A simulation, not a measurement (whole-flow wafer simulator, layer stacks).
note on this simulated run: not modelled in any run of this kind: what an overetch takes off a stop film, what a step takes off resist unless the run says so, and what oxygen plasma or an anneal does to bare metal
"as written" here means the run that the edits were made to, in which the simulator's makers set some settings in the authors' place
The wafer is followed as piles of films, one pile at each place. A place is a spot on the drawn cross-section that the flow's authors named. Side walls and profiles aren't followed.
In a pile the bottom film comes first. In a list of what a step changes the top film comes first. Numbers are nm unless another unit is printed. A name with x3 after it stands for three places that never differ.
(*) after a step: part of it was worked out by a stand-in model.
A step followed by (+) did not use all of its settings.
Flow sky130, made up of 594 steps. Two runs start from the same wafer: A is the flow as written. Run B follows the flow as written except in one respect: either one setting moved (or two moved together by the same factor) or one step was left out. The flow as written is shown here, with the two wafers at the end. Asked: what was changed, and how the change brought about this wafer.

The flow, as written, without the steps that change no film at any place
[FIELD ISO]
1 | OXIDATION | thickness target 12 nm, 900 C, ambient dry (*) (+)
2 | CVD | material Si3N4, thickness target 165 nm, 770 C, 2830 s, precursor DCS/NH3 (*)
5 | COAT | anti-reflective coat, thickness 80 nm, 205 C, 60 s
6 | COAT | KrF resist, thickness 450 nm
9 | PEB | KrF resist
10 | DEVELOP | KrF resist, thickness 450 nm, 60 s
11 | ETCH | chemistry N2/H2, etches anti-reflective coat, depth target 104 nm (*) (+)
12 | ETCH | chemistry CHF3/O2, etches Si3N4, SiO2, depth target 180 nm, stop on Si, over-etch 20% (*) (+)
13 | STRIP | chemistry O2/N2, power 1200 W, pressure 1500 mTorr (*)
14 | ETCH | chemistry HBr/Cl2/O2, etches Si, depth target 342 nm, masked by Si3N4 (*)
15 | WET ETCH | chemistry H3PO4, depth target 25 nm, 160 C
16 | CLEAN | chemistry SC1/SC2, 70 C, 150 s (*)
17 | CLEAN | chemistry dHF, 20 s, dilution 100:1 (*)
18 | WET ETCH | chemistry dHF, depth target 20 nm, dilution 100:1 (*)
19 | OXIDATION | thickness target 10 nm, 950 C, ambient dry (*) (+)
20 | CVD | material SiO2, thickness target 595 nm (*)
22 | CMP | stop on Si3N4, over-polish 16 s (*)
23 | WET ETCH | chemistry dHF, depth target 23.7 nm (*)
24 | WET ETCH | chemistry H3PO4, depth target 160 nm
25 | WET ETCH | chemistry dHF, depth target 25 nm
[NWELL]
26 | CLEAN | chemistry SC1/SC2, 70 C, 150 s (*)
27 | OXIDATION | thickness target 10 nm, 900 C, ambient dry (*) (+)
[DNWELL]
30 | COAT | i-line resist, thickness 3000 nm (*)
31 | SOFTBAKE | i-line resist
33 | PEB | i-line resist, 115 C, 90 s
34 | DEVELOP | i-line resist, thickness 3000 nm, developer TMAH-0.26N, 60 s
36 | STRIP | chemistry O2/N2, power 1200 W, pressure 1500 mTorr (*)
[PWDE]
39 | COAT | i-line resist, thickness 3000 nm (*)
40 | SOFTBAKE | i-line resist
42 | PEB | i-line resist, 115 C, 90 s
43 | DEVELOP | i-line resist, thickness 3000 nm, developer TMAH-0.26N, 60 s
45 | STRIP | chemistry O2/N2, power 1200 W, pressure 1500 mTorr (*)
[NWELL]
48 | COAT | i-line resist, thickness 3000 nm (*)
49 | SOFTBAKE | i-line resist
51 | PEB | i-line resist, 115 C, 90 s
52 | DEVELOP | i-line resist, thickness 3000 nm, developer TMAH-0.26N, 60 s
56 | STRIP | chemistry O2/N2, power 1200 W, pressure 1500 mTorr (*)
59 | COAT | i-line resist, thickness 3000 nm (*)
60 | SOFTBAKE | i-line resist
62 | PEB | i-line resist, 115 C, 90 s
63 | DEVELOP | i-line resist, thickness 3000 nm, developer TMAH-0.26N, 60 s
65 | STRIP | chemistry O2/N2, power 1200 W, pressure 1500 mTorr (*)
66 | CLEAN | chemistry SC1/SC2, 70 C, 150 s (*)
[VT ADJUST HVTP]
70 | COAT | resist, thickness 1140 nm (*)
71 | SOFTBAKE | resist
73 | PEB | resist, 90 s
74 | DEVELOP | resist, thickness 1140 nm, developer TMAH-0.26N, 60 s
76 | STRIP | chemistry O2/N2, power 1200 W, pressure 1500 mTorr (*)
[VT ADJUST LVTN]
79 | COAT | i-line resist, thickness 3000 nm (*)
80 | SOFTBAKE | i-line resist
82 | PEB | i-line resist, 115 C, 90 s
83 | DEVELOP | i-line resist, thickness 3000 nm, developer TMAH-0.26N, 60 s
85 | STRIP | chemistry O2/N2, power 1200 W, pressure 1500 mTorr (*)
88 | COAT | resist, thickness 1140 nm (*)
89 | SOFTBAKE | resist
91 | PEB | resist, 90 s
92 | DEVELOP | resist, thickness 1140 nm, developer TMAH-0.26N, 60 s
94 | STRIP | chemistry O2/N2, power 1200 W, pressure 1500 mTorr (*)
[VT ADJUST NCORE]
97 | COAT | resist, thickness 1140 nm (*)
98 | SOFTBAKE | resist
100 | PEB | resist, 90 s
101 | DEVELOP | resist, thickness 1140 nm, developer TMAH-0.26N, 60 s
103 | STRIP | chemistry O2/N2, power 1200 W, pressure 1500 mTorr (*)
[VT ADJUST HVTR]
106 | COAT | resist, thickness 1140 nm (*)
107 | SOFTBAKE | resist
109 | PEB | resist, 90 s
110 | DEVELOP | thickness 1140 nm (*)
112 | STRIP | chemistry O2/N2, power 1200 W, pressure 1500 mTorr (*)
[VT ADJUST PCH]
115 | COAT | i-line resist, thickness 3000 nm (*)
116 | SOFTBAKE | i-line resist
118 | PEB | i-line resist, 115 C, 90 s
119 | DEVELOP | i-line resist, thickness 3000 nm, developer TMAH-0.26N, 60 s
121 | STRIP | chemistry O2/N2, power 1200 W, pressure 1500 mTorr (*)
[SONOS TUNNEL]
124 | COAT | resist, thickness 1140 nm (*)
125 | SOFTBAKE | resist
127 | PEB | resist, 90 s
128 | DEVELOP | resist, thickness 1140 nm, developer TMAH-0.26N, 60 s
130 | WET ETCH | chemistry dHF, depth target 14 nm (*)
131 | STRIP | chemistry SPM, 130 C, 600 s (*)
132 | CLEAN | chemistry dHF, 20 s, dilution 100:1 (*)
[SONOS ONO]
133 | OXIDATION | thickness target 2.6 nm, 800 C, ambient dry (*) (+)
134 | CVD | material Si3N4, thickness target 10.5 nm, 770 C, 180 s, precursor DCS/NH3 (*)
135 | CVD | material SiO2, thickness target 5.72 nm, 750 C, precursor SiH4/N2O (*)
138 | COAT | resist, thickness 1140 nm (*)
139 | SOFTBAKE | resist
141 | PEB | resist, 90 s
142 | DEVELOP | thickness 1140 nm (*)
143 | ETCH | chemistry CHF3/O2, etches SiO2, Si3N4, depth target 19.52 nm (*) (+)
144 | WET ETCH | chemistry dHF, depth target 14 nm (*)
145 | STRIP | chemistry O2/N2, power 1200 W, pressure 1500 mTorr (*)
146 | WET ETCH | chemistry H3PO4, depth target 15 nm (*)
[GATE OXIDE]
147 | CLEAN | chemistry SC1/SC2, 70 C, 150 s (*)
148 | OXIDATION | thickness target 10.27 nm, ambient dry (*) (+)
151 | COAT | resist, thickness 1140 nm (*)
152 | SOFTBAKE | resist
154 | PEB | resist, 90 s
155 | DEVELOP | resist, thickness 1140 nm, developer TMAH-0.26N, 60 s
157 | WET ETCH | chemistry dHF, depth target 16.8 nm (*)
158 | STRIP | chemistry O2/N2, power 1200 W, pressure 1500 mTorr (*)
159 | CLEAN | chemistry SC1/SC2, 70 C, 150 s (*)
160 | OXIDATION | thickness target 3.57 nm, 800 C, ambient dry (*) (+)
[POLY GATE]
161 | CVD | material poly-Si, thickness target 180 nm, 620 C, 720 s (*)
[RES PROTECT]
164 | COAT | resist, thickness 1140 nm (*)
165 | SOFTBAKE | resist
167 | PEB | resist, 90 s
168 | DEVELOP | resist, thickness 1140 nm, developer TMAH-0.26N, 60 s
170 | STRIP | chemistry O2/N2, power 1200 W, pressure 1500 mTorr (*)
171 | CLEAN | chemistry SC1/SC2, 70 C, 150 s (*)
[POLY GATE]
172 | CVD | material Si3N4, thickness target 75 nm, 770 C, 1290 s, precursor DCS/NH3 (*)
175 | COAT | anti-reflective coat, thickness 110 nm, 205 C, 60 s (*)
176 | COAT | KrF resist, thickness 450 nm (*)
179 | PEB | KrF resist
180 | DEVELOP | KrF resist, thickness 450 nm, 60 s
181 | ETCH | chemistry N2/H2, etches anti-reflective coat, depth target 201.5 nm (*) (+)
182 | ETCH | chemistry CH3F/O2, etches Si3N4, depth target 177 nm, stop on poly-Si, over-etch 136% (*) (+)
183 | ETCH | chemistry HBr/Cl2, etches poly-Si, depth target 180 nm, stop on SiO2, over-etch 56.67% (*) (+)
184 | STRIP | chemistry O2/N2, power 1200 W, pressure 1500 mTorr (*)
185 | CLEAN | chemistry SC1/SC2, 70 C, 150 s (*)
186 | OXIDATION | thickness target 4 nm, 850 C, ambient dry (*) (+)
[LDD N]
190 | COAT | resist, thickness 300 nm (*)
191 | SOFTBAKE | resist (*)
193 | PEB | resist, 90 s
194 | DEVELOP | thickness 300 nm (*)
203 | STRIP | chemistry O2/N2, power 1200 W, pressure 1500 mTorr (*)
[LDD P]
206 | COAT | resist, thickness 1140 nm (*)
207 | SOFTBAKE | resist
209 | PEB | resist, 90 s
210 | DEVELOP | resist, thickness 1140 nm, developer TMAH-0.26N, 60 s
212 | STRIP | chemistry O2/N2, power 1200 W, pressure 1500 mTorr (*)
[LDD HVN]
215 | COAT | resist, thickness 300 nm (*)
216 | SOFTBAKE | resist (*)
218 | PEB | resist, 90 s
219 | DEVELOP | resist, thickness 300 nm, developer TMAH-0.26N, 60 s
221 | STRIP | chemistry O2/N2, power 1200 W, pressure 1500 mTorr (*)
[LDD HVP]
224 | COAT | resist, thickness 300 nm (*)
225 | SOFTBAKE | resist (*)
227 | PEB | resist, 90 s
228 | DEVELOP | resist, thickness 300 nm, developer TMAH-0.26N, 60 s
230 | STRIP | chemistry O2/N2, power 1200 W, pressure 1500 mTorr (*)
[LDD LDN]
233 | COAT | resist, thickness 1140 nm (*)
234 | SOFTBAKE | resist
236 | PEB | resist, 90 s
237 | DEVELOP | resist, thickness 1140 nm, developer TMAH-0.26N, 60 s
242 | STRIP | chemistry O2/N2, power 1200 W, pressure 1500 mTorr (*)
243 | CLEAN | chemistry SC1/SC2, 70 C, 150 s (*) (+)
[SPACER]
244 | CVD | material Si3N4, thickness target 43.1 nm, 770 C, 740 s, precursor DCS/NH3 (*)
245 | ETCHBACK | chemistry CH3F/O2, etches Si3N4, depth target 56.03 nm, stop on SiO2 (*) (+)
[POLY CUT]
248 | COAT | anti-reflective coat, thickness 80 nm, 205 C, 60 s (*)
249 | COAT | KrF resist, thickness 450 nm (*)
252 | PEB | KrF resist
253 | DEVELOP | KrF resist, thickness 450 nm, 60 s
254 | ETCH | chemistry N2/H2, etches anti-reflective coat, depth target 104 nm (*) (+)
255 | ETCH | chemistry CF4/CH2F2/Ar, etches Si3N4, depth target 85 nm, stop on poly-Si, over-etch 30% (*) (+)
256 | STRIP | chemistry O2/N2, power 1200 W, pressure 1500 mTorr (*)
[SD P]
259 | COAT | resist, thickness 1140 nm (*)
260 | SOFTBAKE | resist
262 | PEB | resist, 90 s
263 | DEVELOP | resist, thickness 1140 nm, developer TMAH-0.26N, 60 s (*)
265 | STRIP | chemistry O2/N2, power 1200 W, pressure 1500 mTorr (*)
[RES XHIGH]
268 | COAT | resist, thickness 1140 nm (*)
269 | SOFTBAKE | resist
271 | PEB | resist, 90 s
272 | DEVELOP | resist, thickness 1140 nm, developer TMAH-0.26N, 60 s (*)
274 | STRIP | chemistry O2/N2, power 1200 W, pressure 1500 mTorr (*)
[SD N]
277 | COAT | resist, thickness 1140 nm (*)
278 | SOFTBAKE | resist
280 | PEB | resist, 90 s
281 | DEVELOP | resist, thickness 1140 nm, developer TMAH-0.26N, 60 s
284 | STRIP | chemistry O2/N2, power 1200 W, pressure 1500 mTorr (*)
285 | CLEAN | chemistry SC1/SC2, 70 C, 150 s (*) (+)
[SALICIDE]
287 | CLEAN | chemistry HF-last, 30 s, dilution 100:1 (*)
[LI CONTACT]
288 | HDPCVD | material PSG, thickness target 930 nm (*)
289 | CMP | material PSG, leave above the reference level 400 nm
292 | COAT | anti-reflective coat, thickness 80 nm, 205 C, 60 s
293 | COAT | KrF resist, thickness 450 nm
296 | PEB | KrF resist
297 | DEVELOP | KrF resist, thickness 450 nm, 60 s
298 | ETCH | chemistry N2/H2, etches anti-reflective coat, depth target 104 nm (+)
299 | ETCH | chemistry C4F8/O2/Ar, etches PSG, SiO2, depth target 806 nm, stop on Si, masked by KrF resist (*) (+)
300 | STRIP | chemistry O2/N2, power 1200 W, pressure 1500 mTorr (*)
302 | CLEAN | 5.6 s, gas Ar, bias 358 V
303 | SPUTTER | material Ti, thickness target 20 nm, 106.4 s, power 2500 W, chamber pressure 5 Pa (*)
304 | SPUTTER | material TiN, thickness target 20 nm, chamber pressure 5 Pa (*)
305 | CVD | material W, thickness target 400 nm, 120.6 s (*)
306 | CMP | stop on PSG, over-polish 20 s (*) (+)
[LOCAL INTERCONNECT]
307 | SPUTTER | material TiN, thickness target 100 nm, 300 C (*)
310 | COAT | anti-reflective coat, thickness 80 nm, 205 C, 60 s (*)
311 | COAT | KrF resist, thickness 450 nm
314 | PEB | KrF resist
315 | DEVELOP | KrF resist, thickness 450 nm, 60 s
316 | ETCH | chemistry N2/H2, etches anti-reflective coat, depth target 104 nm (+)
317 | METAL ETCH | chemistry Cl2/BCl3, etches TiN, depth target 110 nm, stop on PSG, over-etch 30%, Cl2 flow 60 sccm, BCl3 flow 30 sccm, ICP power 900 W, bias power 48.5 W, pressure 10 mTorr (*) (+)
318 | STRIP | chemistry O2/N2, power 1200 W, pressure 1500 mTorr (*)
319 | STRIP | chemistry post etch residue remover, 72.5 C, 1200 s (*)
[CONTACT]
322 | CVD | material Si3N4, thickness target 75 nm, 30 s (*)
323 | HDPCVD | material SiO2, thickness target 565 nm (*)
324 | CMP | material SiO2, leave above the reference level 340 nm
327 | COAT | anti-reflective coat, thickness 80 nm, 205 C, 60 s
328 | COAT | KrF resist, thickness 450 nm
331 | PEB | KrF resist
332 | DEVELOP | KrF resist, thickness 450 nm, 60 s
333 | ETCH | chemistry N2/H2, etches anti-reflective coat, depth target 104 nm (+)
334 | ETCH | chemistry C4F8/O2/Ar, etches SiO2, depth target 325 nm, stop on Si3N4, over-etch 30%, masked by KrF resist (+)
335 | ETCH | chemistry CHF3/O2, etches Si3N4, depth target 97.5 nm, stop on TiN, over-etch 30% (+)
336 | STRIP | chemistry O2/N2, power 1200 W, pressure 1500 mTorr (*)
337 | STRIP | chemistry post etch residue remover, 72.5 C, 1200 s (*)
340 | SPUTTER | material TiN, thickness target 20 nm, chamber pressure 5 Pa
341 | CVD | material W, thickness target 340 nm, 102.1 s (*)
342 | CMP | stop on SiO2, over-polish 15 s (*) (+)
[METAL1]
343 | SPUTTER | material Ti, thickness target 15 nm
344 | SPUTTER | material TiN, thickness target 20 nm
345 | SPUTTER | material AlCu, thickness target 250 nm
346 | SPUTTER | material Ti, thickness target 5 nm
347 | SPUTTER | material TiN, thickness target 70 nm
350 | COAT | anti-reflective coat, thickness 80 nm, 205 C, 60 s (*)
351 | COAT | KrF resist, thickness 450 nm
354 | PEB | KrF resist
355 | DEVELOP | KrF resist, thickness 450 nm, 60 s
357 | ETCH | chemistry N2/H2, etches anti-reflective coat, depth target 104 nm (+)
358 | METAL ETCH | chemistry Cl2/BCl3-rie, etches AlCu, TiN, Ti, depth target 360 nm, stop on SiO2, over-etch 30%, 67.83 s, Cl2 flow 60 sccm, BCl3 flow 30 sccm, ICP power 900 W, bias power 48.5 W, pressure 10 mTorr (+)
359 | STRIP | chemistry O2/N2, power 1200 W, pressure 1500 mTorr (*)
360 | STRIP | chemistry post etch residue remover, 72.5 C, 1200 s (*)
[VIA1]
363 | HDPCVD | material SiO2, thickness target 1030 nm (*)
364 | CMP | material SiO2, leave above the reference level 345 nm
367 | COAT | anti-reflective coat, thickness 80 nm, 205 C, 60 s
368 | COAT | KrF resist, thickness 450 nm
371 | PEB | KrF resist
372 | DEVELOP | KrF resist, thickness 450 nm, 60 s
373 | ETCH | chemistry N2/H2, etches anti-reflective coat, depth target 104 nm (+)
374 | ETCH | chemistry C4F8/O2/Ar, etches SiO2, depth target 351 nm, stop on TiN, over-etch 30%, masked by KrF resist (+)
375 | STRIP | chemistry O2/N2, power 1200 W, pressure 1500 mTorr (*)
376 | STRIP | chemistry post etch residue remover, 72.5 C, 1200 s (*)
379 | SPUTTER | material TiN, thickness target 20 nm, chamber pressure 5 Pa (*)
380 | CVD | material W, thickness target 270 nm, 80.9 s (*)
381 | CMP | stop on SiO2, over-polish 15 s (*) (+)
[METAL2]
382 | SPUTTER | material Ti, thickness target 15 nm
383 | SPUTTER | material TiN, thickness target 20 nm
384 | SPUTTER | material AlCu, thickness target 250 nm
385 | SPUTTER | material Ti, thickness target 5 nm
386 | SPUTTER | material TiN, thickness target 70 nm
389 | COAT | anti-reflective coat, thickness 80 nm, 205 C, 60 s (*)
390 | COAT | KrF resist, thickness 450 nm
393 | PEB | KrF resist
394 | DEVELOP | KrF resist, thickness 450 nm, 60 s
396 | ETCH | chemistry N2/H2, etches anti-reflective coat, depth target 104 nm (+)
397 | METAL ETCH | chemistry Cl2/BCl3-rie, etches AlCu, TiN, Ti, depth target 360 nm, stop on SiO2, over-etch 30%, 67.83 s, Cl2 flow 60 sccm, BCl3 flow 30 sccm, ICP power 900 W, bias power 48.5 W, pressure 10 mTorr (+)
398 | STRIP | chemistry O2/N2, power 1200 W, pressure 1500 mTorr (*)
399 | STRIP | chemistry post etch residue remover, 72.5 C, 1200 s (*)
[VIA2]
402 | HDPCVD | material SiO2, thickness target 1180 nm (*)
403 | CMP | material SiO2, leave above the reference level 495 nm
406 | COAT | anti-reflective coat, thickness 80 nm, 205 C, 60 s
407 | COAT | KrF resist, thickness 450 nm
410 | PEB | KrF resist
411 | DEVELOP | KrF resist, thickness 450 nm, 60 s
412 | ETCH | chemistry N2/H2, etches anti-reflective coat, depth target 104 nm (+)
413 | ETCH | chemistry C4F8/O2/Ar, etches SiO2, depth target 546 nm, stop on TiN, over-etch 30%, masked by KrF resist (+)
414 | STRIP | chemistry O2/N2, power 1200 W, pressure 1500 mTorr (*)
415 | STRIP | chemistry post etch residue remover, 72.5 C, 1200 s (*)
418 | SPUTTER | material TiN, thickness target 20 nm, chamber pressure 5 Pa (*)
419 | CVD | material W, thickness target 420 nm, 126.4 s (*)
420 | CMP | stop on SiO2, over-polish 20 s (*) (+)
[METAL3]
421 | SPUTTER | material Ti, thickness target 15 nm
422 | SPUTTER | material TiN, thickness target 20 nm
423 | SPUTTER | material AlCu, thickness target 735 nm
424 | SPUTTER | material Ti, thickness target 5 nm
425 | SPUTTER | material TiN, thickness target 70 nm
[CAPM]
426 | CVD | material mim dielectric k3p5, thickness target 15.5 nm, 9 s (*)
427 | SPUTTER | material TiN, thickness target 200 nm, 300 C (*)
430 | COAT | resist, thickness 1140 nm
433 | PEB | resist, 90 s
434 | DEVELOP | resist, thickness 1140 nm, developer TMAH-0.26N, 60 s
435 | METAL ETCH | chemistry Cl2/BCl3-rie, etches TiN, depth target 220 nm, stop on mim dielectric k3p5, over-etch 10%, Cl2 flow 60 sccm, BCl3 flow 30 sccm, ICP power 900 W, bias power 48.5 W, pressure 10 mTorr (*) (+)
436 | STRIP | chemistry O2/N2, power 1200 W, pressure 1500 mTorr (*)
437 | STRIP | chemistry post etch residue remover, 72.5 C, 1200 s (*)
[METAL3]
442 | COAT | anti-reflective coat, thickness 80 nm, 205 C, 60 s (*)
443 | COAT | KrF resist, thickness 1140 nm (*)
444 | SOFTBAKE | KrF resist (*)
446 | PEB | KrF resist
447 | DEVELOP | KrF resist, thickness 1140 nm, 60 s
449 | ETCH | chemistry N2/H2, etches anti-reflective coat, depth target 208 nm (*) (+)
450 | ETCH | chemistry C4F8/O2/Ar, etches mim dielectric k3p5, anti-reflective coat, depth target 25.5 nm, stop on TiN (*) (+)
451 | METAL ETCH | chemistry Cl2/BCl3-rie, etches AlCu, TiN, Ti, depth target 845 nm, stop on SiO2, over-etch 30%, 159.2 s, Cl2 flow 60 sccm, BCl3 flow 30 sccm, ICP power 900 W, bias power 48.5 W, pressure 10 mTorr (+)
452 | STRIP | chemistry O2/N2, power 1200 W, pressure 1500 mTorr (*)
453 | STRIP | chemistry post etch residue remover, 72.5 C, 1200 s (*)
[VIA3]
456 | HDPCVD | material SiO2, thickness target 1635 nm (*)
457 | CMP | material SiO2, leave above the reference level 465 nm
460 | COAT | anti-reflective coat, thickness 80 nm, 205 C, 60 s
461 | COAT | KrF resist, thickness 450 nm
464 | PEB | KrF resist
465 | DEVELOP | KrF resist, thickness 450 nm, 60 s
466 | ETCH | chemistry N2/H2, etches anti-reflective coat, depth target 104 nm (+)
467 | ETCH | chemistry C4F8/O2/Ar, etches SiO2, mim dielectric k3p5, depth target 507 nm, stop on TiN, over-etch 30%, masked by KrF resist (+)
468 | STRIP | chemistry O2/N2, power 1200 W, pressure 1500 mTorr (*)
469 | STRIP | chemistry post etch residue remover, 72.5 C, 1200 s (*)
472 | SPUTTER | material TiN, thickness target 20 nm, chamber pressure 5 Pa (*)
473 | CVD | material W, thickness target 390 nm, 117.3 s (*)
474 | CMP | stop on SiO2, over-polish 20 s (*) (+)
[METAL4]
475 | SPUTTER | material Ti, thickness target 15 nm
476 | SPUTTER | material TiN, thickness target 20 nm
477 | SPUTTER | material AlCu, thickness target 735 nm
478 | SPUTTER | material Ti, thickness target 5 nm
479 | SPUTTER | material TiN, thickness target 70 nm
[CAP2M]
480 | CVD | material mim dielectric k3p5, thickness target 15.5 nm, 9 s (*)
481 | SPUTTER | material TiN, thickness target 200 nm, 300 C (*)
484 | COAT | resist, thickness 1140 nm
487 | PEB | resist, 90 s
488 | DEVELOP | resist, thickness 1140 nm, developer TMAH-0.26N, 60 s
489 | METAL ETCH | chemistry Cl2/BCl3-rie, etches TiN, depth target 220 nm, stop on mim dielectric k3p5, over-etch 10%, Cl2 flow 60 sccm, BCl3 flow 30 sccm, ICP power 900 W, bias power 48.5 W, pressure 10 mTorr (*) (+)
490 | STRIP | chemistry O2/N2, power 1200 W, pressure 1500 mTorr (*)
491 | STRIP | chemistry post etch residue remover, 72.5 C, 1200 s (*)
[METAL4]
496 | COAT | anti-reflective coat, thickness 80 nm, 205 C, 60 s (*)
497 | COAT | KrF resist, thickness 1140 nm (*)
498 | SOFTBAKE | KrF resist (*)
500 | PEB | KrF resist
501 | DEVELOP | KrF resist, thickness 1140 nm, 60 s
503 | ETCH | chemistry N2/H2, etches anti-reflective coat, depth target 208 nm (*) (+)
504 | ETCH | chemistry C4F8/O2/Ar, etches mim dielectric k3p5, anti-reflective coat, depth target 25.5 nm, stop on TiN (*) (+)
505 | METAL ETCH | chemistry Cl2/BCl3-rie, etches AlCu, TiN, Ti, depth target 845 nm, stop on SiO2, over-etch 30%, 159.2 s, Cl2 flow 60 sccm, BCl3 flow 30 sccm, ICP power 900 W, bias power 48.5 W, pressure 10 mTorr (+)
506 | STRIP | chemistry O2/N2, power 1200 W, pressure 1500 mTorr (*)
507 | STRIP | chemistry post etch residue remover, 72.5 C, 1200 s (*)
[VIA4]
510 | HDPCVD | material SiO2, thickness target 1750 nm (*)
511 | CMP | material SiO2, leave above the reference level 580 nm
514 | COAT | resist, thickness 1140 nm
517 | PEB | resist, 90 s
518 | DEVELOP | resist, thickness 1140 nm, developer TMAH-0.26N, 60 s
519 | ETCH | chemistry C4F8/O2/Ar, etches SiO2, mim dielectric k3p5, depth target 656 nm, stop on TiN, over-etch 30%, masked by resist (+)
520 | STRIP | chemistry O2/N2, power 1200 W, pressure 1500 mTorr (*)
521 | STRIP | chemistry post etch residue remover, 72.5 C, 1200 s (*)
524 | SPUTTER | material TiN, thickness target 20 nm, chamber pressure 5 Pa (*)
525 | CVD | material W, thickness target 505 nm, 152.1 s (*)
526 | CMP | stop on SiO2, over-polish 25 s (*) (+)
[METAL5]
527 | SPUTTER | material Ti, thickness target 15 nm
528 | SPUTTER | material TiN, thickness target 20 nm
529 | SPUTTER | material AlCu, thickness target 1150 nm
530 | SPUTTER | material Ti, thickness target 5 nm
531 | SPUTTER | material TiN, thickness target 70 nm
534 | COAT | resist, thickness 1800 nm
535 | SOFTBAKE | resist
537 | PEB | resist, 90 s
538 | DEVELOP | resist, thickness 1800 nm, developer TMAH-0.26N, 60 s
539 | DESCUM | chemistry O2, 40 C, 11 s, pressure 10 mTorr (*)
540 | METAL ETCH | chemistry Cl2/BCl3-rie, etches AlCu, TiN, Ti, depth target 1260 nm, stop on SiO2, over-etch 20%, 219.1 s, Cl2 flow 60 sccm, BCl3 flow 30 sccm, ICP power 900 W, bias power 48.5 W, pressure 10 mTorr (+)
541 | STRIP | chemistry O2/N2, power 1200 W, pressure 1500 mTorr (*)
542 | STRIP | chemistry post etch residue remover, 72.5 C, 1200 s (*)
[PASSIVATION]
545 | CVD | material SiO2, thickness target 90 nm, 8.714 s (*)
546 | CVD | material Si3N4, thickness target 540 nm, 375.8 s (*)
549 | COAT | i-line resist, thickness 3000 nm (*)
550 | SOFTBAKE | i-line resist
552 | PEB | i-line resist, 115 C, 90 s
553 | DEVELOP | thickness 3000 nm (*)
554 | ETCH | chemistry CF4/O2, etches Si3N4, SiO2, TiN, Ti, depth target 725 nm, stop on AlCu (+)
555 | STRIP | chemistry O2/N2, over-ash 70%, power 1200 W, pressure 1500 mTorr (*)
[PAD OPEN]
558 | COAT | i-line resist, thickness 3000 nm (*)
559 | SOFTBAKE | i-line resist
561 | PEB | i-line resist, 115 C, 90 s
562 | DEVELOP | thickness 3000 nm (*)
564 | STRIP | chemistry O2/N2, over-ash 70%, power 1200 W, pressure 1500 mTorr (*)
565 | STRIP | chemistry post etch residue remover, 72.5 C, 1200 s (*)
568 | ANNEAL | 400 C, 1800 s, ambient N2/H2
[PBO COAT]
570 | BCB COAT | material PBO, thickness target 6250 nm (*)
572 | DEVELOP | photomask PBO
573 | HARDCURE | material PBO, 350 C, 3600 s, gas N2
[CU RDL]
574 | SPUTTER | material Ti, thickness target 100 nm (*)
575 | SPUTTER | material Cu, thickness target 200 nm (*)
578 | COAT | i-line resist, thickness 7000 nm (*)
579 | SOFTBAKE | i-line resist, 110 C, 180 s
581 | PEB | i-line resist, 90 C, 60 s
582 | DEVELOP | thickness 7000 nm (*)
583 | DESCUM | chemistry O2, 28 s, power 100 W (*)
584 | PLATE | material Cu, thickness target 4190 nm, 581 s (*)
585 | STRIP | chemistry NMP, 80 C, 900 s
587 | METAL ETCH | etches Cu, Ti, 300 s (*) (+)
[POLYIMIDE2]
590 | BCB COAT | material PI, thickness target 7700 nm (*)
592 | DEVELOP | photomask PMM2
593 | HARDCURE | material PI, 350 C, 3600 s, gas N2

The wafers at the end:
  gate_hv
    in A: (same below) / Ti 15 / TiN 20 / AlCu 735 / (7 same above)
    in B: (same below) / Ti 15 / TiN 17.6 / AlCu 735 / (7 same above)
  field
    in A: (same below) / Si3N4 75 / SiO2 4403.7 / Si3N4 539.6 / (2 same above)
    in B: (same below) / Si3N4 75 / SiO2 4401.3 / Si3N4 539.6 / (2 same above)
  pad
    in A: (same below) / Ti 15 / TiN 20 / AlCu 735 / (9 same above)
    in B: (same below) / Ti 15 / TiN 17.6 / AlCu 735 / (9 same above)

Cause: step 476, SPUTTER: thickness target 17.6 nm was run, whereas the flow has thickness target 20 nm.
The wafer lets one read it off: gate_hv has TiN 17.6, and step 476 as written asks for 20 nm.

The path from the change to this, step by step:
  476 | SPUTTER | material TiN, thickness target 20 nm
      field, active, n_well and 189 more: A TiN gains 20 (new film) | B TiN gains 17.6 (new film)
  505 | METAL ETCH | chemistry Cl2/BCl3-rie, etches AlCu, TiN, Ti, depth target 845 nm, stop on SiO2, over-etch 30%, 159.2 s, Cl2 flow 60 sccm, BCl3 flow 30 sccm, ICP power 900 W, bias power 48.5 W, pressure 10 mTorr (+)
      field, active, gate and 70 more: A TiN loses 70 (all of it), Ti loses 5 (all of it), AlCu loses 735 (all of it), TiN loses 20 (all of it), Ti loses 15 (all of it), SiO2 loses 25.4 | B TiN loses 70 (all of it), Ti loses 5 (all of it), AlCu loses 735 (all of it), TiN loses 17.6 (all of it), Ti loses 15 (all of it), SiO2 loses 25.6
      vpp_iso1, mim_edge_plate, m1_ln and 12 more: A TiN loses 70 (all of it), Ti loses 5 (all of it), AlCu loses 735 (all of it), TiN loses 20 (all of it), Ti loses 15 (all of it), SiO2 loses 25.3 | B TiN loses 70 (all of it), Ti loses 5 (all of it), AlCu loses 735 (all of it), TiN loses 17.6 (all of it), Ti loses 15 (all of it), SiO2 loses 25.6
